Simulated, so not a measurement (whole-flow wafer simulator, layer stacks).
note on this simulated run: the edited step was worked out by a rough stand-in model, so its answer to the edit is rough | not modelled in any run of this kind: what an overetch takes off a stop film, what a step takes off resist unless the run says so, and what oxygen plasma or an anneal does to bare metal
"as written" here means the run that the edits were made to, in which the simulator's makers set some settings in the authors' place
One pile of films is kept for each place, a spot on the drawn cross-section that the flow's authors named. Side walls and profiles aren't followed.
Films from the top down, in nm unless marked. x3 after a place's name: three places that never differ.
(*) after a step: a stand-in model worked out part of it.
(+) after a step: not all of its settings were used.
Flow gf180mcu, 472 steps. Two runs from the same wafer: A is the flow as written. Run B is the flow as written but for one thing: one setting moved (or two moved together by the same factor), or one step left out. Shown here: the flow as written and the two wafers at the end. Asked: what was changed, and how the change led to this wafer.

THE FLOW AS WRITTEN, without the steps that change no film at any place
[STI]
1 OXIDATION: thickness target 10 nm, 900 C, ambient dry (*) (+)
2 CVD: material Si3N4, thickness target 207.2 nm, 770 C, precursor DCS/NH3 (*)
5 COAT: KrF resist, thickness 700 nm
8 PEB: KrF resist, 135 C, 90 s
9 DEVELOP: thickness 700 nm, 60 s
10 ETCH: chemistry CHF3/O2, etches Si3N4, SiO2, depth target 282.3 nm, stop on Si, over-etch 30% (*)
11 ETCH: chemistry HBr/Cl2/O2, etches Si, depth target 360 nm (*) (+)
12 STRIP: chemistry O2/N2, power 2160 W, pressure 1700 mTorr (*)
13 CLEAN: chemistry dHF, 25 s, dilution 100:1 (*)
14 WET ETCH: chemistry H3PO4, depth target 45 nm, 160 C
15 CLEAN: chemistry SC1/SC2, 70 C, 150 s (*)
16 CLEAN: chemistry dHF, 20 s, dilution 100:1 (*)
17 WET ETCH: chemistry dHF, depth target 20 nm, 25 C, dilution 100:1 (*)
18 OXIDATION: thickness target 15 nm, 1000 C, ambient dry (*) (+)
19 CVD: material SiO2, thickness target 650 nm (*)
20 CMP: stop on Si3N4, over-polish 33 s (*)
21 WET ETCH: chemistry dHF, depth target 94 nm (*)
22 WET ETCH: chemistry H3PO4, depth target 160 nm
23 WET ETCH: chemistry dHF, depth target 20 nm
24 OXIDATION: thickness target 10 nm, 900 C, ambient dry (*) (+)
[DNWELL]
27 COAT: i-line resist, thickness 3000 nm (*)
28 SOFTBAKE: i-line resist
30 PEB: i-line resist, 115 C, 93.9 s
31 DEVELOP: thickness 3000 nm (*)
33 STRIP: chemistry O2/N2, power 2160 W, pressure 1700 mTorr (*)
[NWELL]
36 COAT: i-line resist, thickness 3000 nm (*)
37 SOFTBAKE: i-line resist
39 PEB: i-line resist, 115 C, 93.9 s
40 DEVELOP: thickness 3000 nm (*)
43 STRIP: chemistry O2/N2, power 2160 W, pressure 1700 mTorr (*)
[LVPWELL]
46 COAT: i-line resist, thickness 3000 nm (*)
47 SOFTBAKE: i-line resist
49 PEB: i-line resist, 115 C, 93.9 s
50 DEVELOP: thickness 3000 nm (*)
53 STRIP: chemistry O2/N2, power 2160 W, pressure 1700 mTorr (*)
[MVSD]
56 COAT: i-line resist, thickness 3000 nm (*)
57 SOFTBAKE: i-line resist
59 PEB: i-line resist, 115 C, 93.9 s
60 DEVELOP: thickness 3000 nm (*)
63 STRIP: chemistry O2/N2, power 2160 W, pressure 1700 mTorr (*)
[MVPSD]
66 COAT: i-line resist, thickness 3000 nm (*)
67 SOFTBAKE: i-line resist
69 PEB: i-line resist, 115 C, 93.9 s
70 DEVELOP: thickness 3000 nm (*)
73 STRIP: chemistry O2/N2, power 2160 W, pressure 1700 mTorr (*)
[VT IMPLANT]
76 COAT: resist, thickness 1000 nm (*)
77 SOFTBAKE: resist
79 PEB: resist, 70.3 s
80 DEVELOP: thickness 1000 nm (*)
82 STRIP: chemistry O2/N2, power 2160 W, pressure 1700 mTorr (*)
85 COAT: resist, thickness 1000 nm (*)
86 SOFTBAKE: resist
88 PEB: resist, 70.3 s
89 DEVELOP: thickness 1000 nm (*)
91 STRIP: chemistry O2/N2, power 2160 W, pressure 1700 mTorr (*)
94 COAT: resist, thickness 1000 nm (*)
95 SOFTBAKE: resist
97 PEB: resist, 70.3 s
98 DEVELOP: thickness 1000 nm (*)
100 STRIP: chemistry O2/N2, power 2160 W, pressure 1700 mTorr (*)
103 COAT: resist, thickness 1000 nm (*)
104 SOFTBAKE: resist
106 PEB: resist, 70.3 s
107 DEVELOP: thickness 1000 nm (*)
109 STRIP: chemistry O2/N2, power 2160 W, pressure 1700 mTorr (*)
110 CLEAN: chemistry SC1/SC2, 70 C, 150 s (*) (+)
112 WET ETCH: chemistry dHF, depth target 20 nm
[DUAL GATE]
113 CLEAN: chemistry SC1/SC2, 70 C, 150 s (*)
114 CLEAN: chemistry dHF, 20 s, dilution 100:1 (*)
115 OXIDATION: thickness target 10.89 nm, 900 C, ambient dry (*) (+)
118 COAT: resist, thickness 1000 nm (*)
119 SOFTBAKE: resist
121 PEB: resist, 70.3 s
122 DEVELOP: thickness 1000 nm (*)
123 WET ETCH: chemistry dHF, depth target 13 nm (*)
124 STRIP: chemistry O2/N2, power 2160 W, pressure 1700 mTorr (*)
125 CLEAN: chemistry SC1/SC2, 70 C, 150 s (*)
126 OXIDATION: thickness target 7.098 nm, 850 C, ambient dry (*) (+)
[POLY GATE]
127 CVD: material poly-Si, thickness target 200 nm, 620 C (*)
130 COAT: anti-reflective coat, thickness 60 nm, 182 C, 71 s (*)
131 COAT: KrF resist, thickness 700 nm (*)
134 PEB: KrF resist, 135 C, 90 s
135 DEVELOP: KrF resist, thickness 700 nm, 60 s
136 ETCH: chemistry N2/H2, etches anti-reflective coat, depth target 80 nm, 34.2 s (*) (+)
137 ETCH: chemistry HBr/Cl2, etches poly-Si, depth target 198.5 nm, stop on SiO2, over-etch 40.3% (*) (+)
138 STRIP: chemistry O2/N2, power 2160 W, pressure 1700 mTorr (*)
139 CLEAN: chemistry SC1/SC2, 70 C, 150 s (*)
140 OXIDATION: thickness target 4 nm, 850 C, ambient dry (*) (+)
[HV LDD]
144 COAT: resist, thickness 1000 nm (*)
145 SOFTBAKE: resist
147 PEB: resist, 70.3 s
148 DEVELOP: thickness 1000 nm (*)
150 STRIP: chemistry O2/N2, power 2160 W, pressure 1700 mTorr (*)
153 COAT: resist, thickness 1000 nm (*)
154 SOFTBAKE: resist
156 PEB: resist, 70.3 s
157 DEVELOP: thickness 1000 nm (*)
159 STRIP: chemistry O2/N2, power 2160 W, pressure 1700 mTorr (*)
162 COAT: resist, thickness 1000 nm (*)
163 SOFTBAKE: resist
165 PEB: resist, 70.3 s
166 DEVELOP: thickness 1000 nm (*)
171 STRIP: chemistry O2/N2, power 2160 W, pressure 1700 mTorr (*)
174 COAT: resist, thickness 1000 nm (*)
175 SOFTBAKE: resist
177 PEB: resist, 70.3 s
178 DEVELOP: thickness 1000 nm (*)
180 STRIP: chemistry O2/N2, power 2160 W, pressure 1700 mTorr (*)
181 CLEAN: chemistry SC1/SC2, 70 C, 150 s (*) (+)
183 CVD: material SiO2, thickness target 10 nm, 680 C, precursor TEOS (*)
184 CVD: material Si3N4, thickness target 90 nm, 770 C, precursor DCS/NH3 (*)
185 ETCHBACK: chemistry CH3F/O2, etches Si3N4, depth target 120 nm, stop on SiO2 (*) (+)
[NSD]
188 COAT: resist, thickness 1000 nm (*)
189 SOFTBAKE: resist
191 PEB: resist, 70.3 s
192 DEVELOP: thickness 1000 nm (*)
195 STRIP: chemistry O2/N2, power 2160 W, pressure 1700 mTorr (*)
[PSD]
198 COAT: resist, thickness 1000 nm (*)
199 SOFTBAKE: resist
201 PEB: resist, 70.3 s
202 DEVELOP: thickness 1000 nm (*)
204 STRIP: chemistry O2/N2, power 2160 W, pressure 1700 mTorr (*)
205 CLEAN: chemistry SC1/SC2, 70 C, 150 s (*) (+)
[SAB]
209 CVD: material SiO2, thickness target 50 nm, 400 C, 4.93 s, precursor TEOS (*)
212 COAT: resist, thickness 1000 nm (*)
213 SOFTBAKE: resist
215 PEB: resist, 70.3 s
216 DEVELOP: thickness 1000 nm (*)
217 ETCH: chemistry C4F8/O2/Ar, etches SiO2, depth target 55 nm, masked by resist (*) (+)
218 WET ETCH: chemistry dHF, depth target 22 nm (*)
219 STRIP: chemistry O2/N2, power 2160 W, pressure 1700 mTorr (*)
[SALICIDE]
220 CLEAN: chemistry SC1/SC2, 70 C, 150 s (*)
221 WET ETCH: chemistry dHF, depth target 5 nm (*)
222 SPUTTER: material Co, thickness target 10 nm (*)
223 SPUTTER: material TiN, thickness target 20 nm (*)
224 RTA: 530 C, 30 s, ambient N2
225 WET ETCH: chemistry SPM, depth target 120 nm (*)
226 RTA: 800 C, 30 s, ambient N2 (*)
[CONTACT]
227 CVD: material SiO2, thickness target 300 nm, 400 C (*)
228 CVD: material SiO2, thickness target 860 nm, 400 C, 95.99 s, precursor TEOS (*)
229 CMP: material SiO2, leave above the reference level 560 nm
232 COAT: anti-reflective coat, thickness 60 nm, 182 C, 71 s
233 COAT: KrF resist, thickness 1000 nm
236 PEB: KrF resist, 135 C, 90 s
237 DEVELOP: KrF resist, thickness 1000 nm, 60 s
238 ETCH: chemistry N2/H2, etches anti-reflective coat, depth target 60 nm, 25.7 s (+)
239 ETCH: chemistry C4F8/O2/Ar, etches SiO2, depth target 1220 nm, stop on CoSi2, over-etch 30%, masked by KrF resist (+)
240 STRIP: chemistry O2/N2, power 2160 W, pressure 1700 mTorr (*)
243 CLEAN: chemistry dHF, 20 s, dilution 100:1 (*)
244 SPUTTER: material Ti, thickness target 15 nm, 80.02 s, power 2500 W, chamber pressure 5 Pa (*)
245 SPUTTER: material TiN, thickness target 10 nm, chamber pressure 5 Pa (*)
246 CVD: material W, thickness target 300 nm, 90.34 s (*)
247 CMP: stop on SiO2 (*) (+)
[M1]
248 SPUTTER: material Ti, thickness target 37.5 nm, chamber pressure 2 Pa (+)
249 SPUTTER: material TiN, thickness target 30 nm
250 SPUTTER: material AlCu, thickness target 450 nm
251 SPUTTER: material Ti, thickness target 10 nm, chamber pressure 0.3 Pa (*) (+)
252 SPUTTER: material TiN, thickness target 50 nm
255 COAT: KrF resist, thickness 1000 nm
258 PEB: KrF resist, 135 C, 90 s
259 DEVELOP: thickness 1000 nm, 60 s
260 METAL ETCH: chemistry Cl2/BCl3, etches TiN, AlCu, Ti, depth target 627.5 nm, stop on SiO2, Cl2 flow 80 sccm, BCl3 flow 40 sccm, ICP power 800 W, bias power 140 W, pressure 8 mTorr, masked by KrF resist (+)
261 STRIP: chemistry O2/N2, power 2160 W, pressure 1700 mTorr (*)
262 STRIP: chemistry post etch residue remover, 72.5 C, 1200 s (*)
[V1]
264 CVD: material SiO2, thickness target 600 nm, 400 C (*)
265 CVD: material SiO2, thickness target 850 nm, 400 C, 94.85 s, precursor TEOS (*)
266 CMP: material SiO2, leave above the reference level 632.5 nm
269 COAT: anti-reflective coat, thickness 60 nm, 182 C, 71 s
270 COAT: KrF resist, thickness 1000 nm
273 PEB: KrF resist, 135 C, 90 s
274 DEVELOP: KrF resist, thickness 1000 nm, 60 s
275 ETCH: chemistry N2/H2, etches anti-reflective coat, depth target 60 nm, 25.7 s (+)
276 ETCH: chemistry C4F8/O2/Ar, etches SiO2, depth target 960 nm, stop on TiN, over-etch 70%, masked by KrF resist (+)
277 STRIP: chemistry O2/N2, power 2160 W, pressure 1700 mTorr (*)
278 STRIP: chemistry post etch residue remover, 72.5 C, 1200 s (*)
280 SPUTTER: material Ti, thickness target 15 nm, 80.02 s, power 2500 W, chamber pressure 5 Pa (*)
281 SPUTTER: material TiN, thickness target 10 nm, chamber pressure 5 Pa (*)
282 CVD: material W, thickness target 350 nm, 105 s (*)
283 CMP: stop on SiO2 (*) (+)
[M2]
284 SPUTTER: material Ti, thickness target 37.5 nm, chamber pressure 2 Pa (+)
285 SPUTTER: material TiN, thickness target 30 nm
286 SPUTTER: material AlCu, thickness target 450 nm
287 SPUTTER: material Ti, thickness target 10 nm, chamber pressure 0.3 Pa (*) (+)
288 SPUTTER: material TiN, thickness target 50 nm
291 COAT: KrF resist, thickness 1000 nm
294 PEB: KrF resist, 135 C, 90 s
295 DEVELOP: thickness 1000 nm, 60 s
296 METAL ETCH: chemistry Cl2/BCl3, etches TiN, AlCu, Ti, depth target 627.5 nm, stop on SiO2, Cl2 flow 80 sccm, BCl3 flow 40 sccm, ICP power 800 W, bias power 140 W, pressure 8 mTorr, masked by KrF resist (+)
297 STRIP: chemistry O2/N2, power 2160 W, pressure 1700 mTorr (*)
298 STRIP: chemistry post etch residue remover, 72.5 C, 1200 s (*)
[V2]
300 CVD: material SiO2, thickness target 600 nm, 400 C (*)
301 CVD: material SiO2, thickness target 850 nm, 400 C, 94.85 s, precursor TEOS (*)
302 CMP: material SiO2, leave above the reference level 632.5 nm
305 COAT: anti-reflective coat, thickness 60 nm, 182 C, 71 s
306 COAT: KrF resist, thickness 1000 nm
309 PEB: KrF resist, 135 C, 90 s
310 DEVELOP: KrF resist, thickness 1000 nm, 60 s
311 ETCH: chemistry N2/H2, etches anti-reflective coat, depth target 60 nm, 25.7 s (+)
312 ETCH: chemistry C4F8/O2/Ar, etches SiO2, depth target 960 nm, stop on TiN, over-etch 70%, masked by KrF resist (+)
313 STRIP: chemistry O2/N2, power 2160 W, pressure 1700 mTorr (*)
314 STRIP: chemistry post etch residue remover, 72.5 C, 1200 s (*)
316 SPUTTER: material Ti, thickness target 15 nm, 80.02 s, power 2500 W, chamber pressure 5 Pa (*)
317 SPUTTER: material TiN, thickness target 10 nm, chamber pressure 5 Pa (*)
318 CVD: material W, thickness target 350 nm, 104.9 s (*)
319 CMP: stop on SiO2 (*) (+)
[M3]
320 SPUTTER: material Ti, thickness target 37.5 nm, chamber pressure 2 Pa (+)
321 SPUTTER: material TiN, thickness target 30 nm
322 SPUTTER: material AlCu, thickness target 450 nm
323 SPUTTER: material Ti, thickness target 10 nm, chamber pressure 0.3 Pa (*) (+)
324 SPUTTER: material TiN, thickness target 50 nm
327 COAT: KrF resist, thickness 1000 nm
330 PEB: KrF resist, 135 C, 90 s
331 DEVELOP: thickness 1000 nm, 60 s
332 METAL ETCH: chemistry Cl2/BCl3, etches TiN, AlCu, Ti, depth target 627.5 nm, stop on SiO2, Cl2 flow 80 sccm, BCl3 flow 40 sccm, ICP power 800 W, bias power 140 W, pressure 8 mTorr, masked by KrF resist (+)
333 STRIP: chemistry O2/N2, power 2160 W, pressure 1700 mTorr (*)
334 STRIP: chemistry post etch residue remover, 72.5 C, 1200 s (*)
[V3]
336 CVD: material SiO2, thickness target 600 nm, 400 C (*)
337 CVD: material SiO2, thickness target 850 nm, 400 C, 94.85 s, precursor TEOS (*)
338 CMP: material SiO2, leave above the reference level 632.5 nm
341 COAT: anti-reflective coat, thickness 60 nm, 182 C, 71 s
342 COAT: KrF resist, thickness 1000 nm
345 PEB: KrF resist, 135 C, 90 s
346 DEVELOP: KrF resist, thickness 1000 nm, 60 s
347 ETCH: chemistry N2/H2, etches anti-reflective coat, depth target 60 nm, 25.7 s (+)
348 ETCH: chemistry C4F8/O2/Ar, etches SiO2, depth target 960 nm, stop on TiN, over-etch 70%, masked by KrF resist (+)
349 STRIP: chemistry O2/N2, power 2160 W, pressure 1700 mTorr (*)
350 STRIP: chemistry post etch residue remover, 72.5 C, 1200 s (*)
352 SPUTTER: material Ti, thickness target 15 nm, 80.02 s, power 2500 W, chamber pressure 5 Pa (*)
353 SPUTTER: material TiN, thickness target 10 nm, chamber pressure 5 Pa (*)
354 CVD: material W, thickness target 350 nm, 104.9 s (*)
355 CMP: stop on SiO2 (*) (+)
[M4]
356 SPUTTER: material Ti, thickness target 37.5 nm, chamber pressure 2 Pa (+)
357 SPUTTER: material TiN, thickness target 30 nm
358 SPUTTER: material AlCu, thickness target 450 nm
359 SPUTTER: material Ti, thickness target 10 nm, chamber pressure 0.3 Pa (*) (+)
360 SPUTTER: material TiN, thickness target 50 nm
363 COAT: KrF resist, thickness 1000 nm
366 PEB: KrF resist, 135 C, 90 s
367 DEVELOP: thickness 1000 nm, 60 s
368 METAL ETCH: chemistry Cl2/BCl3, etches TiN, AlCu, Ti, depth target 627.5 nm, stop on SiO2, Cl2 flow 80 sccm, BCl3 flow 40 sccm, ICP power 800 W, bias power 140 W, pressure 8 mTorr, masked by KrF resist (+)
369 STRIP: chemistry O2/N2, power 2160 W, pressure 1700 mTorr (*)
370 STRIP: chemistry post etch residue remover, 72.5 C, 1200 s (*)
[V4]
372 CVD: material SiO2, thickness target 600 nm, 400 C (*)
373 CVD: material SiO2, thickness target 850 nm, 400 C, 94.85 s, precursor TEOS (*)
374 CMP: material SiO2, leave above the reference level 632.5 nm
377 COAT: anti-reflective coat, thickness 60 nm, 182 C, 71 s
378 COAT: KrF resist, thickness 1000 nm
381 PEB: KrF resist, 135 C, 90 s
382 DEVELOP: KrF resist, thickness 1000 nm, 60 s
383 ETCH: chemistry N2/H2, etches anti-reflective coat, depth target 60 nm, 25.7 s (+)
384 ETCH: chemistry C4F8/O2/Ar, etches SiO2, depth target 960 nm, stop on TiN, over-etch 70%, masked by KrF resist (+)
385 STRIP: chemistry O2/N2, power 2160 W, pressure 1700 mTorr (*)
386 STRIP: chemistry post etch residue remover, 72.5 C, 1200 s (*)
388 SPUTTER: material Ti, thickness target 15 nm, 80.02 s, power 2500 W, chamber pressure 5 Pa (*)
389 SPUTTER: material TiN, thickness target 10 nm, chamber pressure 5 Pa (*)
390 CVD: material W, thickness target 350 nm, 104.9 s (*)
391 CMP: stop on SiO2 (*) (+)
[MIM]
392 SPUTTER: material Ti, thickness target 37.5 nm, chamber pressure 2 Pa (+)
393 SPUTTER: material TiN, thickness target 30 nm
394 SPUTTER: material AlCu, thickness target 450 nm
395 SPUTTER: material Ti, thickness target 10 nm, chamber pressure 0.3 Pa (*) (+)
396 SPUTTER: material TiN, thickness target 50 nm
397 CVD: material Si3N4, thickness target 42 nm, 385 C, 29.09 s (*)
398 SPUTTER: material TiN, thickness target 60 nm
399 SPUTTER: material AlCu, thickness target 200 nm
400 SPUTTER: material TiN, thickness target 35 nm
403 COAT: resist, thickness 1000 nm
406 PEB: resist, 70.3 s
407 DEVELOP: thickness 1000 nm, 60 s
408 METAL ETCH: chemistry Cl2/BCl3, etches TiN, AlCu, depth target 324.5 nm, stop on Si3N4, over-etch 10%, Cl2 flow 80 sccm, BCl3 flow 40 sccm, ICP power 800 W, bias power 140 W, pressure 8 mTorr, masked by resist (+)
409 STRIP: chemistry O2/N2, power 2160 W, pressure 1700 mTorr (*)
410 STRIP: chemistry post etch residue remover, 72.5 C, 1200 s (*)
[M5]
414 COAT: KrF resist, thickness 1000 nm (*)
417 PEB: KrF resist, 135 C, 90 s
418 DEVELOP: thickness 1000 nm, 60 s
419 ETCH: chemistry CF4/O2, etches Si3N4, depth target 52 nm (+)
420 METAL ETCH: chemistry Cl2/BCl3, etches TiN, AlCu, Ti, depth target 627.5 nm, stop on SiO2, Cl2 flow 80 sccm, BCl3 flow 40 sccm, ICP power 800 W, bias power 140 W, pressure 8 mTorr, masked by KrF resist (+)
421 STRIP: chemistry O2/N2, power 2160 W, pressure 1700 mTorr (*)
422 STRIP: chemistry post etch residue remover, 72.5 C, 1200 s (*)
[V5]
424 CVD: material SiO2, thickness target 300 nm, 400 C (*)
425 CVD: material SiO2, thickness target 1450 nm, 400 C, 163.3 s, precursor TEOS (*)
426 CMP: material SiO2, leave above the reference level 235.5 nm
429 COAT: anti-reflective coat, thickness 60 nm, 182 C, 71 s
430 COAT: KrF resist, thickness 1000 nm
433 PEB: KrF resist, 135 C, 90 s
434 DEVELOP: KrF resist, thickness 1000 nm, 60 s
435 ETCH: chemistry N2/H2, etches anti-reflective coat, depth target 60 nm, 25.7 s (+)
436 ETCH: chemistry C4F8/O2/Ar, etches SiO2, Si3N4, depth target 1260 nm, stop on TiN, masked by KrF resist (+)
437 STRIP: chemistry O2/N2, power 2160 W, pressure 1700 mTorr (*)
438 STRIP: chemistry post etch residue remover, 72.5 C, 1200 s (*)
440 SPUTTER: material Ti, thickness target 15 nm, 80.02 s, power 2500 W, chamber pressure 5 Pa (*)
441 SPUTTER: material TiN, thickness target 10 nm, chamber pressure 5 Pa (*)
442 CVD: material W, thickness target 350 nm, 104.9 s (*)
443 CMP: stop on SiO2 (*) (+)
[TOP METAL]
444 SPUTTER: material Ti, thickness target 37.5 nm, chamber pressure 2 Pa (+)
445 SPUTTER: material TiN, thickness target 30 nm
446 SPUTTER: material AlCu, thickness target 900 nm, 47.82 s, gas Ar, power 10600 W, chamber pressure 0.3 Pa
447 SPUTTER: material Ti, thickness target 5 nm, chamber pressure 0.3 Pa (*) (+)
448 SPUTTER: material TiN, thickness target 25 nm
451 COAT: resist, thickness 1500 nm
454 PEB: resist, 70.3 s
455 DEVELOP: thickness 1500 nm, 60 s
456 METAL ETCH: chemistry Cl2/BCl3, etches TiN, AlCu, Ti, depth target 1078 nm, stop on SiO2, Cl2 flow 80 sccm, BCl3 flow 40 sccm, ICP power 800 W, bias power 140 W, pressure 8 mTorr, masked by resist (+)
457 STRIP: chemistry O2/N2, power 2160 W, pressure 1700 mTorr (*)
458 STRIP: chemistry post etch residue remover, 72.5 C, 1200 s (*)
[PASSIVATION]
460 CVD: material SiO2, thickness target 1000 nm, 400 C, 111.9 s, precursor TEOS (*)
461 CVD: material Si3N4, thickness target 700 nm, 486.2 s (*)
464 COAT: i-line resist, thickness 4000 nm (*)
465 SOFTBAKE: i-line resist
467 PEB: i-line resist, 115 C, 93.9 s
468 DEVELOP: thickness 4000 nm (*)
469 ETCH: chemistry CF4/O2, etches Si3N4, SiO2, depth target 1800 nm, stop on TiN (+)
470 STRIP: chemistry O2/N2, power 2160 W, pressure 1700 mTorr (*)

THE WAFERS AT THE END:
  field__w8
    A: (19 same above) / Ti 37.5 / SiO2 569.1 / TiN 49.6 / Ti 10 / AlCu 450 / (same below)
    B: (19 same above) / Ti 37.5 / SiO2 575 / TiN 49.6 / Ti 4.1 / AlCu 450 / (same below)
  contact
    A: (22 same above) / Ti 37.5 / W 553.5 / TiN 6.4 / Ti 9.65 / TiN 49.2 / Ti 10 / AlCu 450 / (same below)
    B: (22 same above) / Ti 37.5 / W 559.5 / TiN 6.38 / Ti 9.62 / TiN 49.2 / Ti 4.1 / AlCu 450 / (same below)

The cause: step 323, SPUTTER: thickness target 4.1 nm was run, where the flow has thickness target 10 nm.
It can be read off the wafer: field__w8 has Ti 4.1, and step 323 as written asks for 10 nm.

How the change led to this, step by step:
  323 SPUTTER: material Ti, thickness target 10 nm, chamber pressure 0.3 Pa (*) (+)
      field, field__w1, field__w2 and 108 more: A Ti +10 (new film) | B Ti +4.1 (new film)
  332 METAL ETCH: chemistry Cl2/BCl3, etches TiN, AlCu, Ti, depth target 627.5 nm, stop on SiO2, Cl2 flow 80 sccm, BCl3 flow 40 sccm, ICP power 800 W, bias power 140 W, pressure 8 mTorr, masked by KrF resist (+)
      field, field__w1, field__w2 and 103 more: A TiN -50 (all of it), Ti -10 (all of it), AlCu -450 (all of it), TiN -30 (all of it), Ti -37.5 (all of it) | B TiN -50 (all of it), Ti -4.1 (all of it), AlCu -450 (all of it), TiN -30 (all of it), Ti -37.5 (all of it)
